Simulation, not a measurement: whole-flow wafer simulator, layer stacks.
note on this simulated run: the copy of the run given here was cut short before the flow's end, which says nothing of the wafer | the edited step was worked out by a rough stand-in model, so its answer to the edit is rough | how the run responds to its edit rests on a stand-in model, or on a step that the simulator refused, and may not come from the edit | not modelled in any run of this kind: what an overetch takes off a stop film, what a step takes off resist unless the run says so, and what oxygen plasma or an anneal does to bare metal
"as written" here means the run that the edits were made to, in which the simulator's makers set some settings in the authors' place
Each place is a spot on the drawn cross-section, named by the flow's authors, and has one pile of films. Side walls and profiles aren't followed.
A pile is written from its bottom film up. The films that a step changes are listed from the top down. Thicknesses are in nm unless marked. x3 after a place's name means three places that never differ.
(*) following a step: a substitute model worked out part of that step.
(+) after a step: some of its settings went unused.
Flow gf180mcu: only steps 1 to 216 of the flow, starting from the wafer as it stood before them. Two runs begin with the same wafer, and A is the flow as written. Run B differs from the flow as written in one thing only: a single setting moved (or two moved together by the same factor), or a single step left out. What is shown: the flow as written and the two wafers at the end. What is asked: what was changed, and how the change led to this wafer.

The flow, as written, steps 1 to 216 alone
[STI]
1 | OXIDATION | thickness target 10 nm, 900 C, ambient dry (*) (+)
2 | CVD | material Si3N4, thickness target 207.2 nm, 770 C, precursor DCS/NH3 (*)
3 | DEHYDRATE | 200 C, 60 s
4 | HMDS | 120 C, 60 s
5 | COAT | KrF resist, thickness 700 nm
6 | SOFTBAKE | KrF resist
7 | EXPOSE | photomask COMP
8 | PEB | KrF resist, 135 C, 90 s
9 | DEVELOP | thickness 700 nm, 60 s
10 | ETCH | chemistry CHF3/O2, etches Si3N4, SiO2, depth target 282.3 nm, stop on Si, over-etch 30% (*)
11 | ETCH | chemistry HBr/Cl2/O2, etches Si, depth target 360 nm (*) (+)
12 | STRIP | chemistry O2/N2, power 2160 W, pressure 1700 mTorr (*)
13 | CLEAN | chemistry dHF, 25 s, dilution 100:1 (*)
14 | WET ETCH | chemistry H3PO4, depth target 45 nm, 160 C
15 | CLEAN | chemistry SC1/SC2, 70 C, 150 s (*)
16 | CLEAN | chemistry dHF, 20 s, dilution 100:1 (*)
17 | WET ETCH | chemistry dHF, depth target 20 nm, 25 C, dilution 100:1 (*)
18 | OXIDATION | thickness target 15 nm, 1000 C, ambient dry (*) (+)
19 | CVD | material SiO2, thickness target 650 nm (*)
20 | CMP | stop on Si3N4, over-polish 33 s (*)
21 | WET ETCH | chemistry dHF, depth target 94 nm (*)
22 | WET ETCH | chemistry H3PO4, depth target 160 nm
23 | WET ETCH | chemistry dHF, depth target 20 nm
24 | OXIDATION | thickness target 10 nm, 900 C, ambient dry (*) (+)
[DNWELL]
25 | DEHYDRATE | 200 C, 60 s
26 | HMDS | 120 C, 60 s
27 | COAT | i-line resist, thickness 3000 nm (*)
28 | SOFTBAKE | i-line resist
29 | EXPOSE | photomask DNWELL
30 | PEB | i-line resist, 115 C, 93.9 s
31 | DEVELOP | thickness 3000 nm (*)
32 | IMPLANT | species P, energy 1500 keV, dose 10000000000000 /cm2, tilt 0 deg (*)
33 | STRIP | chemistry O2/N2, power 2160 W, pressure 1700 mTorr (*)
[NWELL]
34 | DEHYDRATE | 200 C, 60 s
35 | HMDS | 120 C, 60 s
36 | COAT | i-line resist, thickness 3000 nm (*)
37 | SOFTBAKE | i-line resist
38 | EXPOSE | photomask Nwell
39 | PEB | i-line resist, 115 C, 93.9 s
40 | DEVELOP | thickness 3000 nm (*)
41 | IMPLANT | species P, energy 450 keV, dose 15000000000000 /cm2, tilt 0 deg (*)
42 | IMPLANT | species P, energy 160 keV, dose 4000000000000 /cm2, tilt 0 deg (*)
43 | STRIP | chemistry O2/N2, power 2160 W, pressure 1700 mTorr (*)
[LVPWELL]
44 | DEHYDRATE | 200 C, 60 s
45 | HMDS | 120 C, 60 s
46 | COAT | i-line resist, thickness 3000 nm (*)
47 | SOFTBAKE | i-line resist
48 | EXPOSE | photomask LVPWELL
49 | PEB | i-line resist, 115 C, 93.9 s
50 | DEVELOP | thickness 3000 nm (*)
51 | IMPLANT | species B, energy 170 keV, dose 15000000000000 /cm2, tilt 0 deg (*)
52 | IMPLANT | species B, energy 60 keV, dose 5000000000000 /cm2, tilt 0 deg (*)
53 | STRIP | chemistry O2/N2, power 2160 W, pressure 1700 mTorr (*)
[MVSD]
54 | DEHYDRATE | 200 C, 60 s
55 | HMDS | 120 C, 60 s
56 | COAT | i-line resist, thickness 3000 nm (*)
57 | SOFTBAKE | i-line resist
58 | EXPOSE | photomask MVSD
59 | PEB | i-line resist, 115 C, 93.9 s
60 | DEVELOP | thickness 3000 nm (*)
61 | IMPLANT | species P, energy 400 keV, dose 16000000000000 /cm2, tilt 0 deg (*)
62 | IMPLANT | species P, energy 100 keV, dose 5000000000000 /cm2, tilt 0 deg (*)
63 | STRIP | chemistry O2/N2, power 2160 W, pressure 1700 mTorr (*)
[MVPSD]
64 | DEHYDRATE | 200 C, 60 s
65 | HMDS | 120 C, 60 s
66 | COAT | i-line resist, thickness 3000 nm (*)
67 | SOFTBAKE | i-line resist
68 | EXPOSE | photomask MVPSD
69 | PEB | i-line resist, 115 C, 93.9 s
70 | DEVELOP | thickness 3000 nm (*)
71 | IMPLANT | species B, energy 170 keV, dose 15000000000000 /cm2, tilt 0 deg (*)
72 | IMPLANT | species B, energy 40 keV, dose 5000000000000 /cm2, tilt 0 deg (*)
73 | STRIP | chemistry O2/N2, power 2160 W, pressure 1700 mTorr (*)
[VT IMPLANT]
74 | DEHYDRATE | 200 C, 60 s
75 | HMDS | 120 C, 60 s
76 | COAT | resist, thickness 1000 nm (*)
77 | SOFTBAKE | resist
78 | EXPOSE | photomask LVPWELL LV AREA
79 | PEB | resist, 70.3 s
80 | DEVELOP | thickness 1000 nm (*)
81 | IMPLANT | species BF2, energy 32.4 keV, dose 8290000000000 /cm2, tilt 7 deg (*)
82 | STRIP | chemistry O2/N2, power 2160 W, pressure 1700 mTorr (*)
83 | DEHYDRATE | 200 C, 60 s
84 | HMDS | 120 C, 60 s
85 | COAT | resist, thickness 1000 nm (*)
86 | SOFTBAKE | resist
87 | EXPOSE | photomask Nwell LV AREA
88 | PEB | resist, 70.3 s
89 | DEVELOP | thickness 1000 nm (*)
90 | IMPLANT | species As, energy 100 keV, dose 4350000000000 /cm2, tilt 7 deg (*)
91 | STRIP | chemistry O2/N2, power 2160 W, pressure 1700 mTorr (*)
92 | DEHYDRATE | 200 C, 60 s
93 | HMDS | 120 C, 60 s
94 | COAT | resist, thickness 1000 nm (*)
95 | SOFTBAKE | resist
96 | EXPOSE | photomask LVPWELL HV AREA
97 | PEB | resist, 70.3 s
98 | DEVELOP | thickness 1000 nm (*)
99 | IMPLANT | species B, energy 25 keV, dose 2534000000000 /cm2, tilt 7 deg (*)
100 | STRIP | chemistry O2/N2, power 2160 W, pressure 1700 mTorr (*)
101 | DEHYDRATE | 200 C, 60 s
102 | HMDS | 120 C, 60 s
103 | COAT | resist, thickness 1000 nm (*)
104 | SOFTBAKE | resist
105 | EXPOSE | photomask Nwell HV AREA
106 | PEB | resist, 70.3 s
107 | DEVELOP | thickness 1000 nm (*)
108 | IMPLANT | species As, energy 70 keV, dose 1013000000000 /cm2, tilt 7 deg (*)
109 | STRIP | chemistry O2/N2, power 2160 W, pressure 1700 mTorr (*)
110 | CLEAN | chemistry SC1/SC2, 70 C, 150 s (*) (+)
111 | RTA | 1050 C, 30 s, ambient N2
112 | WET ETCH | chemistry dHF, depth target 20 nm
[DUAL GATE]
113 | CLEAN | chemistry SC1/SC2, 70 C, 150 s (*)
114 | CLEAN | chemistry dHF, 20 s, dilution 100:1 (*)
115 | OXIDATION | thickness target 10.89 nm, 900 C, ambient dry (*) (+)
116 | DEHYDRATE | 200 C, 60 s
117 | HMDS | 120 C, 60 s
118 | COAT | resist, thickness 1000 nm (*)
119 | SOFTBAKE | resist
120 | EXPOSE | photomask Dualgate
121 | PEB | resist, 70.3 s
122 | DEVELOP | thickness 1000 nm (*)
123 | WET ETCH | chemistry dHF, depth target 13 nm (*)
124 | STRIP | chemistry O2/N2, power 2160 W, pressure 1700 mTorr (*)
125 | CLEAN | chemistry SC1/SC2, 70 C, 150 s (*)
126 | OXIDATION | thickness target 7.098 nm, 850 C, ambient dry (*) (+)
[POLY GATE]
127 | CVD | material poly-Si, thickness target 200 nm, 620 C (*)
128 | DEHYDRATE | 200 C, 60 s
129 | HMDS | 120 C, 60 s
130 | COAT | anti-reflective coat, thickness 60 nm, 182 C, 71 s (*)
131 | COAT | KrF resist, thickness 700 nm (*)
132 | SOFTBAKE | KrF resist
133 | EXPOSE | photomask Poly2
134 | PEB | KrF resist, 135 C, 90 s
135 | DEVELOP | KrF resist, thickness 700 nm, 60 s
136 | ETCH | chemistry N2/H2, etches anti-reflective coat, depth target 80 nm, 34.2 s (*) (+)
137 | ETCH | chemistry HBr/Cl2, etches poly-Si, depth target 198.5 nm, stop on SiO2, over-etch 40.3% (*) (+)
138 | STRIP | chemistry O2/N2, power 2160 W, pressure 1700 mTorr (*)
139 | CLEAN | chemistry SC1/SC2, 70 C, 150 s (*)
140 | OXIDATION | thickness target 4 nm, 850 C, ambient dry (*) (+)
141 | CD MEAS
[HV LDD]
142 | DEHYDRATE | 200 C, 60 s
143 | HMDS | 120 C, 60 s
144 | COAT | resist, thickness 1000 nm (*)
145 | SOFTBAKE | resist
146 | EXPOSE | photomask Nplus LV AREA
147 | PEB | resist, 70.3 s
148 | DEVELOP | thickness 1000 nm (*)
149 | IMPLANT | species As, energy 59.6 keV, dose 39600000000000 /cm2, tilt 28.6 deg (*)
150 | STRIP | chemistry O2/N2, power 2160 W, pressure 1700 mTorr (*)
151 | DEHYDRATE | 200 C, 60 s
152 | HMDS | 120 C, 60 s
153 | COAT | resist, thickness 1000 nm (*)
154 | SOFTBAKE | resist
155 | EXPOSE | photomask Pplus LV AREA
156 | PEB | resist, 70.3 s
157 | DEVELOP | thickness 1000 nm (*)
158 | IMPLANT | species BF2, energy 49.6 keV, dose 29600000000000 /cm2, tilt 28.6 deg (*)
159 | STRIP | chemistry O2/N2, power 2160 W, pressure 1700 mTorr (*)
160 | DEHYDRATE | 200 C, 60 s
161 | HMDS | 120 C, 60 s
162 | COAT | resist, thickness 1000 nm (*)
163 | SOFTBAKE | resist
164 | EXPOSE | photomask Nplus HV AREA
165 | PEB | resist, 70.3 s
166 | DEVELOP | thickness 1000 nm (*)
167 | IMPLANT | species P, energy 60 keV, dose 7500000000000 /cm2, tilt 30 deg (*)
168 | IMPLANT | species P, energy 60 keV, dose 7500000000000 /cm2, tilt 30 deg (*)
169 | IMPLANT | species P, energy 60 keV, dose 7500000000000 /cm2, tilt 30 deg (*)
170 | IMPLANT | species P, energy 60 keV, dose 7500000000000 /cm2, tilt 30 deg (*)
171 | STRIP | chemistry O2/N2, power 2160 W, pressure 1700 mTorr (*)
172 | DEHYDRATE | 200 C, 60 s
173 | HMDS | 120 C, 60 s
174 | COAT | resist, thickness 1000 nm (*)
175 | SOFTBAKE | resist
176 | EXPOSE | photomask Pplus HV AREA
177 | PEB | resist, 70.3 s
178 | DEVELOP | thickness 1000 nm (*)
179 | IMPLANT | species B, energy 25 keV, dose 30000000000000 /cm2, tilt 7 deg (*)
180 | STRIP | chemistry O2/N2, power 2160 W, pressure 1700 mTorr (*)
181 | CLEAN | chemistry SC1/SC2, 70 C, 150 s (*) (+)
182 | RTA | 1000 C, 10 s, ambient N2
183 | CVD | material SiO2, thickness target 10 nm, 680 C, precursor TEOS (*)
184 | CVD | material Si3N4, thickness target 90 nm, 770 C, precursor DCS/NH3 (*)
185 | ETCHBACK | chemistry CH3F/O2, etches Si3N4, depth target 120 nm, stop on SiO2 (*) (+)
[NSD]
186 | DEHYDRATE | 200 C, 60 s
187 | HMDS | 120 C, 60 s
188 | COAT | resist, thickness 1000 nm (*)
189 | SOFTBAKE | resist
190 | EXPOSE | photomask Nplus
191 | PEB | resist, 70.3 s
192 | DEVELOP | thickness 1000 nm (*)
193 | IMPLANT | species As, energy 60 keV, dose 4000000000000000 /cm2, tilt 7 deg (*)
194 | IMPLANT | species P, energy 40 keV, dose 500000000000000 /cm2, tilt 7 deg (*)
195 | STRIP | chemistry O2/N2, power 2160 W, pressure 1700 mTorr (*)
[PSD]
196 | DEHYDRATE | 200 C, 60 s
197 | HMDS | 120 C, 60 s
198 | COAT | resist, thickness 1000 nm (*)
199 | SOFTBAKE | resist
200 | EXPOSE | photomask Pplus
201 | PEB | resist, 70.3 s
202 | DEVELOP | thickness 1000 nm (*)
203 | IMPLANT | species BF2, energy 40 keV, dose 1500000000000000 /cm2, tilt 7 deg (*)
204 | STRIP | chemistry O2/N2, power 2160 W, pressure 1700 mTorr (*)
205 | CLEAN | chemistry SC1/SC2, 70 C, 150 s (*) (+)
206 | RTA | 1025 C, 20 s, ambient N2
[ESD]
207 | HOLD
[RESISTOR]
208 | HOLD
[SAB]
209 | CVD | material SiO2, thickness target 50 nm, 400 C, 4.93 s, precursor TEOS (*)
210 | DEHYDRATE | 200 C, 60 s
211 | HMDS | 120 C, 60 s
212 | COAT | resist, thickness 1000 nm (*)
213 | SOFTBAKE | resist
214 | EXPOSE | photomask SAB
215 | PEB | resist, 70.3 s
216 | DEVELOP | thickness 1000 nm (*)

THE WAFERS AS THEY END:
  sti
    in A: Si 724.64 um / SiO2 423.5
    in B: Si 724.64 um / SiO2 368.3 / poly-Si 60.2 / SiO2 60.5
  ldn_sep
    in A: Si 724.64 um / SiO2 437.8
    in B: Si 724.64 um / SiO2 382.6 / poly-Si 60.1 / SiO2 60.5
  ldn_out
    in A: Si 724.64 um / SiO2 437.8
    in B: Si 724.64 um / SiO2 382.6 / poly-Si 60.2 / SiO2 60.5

What caused this: step 137, ETCH: depth target 97.3 nm was run, whereas the flow has depth target 198.5 nm.

How this came from the change, step by step:
  137 | ETCH | chemistry HBr/Cl2, etches poly-Si, depth target 198.5 nm, stop on SiO2, over-etch 40.3% (*) (+)
      field__w3, field__w12, field_sub and 14 more: A poly-Si loses 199 (all of it), SiO2 loses 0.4 | B poly-Si loses 136.5
      field__w6, sti, m1 and 11 more: A poly-Si loses 198.8 (all of it), SiO2 loses 0.4 | B poly-Si loses 136.5
      (as well as at 61 more places)
  138 | STRIP | chemistry O2/N2, power 2160 W, pressure 1700 mTorr (*)
      field, field__w1, field__w2 and 61 more: A nothing | B chemical SiO2 gains 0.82 (new film), poly-Si loses 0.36
      gate: A chemical SiO2 gains 0.68 (new film), KrF resist loses 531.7 (all of it), anti-reflective coat loses 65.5 (all of it), poly-Si loses 0.3 | B chemical SiO2 gains 0.67 (new film), KrF resist loses 579 (all of it), anti-reflective coat loses 65.5 (all of it), poly-Si loses 0.3
      (as well as at 27 more places)
  139 | CLEAN | chemistry SC1/SC2, 70 C, 150 s (*)
      field, field__w1, field__w2 and 34 more: A SiO2 loses 0.68 | B chemical SiO2 loses 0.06, poly-Si loses 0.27
  140 | OXIDATION | thickness target 4 nm, 850 C, ambient dry (*) (+)
      field, field__w1, field__w2 and 21 more: A SiO2 gains 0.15, Si loses 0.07 | B SiO2 gains 4 (new film), chemical SiO2 loses 0.76 (all of it), poly-Si loses 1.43
      active_hv, active_nat, ld_sd_n and 11 more: A SiO2 gains 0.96, Si loses 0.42 | B SiO2 gains 4 (new film), chemical SiO2 loses 0.76 (all of it), poly-Si loses 1.43
      (as well as at 26 more places)
  144 | COAT | resist, thickness 1000 nm (*)
      gate: A resist gains 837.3 (new film) | B resist gains 892 (new film)
      gate_hv: A resist gains 845.4 (new film) | B resist gains 894.7 (new film)
      (as well as at 27 more places)
  145 | SOFTBAKE | resist
      nw_enc_fld_lv__w3: A resist gains 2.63 | B resist loses 0.28
      field__w1: A resist gains 4.19 | B resist gains 2.6
      (as well as at 66 more places)
  147 | PEB | resist, 70.3 s
      gate, gate_hv, gate_p_hv, npoly_u: A resist loses 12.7 | B resist loses 13.7
      polyc_n, polyc_n_rim, polyc_p, polyc_p_rim: A resist loses 12.2 | B resist loses 13.3
      (as well as at 22 more places)
  148 | DEVELOP | thickness 1000 nm (*)
      gate: A resist loses 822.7 (all of it) | B resist loses 877.3 (all of it)
      npoly_u: A resist loses 821.5 (all of it) | B resist loses 874.1 (all of it)
      (as well as at 3 more places)
  150 | STRIP | chemistry O2/N2, power 2160 W, pressure 1700 mTorr (*)
      gate_hv: A resist loses 824.2 (all of it) | B resist loses 875.5 (all of it)
      gate_p: A resist loses 828.7 (all of it) | B resist loses 881.4 (all of it)
      (as well as at 21 more places)
  153 | COAT | resist, thickness 1000 nm (*)
      gate: A resist gains 837.3 (new film) | B resist gains 892 (new film)
      gate_hv: A resist gains 845.4 (new film) | B resist gains 894.7 (new film)
      (as well as at 27 more places)
  154 | SOFTBAKE | resist
      nw_enc_fld_lv__w3: A resist gains 2.63 | B resist loses 0.28
      field__w1: A resist gains 4.19 | B resist gains 2.6
      (as well as at 66 more places)
  156 | PEB | resist, 70.3 s
      gate, gate_hv, gate_p_hv, npoly_u: A resist loses 12.7 | B resist loses 13.7
      polyc_n, polyc_n_rim, polyc_p, polyc_p_rim: A resist loses 12.2 | B resist loses 13.3
      (as well as at 22 more places)
  157 | DEVELOP | thickness 1000 nm (*)
      gate_p: A resist loses 828.7 (all of it) | B resist loses 881.4 (all of it)
      ppoly_u: A resist loses 827 (all of it) | B resist loses 877.8 (all of it)
      (as well as at 3 more places)
  159 | STRIP | chemistry O2/N2, power 2160 W, pressure 1700 mTorr (*)
      gate: A resist loses 822.7 (all of it) | B resist loses 877.3 (all of it)
      gate_hv: A resist loses 824.2 (all of it) | B resist loses 875.5 (all of it)
      (as well as at 21 more places)
  162 | COAT | resist, thickness 1000 nm (*)
      gate: A resist gains 837.3 (new film) | B resist gains 892 (new film)
      gate_hv: A resist gains 845.4 (new film) | B resist gains 894.7 (new film)
      (as well as at 27 more places)
  163 | SOFTBAKE | resist
      nw_enc_fld_lv__w3: A resist gains 2.63 | B resist loses 0.28
      field__w1: A resist gains 4.19 | B resist gains 2.6
      (as well as at 66 more places)
  ... 22 other steps ...
  216 | DEVELOP | thickness 1000 nm (*)
      field_sub__w3: A resist loses 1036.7 (all of it) | B resist loses 1015.7 (all of it)
      field_sub__w4: A resist loses 1048 (all of it) | B resist loses 1022.5 (all of it)
      (as well as at 32 more places)
